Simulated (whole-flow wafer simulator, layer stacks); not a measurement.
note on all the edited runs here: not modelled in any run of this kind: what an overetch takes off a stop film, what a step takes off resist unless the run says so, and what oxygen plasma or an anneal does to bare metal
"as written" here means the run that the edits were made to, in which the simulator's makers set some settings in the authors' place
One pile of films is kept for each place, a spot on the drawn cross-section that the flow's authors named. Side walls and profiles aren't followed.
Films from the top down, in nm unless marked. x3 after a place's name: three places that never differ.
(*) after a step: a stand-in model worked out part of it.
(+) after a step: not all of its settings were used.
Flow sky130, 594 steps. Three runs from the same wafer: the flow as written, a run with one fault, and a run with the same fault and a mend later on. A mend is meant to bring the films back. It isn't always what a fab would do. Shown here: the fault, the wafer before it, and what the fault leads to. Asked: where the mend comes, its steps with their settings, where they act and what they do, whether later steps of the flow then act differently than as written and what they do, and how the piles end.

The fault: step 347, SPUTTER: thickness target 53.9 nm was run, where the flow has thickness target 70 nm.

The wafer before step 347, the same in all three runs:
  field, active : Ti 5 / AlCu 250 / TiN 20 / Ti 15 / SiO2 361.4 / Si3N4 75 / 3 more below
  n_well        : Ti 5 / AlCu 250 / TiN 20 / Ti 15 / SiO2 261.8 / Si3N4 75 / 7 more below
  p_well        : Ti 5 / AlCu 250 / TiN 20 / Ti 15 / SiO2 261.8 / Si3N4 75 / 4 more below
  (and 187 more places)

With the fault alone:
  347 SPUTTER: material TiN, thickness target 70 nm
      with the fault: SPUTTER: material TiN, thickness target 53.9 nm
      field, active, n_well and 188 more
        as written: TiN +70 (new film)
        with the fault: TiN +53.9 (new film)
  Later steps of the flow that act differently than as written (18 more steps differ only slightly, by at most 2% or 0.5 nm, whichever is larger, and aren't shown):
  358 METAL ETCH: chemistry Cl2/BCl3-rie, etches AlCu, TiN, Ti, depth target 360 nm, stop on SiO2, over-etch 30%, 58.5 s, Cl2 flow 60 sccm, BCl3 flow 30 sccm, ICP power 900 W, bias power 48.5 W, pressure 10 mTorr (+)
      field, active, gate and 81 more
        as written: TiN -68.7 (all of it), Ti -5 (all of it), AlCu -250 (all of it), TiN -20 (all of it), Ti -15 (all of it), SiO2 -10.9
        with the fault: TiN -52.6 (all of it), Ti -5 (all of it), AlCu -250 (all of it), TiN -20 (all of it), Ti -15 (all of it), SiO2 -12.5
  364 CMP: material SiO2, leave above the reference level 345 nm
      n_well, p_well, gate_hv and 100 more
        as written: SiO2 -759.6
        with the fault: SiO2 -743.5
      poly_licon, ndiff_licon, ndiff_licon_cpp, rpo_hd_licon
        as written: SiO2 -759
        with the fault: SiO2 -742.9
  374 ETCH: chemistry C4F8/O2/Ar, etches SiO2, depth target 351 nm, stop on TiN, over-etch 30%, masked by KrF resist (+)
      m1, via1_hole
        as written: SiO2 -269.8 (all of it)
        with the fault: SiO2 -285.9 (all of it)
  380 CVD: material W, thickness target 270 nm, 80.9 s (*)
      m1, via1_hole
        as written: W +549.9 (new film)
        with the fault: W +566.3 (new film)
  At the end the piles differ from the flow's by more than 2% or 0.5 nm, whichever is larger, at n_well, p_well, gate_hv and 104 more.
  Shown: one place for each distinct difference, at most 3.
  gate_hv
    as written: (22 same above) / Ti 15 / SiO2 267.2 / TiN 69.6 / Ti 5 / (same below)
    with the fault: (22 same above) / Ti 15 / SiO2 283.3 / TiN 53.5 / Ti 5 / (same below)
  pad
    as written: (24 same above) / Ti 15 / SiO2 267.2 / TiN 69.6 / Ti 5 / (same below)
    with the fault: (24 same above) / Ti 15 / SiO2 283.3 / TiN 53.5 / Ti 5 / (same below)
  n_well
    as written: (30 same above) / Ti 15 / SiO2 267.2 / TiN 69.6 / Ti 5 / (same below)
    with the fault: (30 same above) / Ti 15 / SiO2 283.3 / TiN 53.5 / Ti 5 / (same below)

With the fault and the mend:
  The mend comes after step 347.
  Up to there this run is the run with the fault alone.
  347a SPUTTER: material TiN, thickness target 16.1 nm (the flow's step 347 once more, with other settings)
      field, active, n_well and 188 more
        TiN +16.1
  No later step of the flow acts differently than as written, at any place that is followed, by more than 2% or 0.5 nm, whichever is larger.
  At the end the piles are the same as the flow's at every place that both follow.
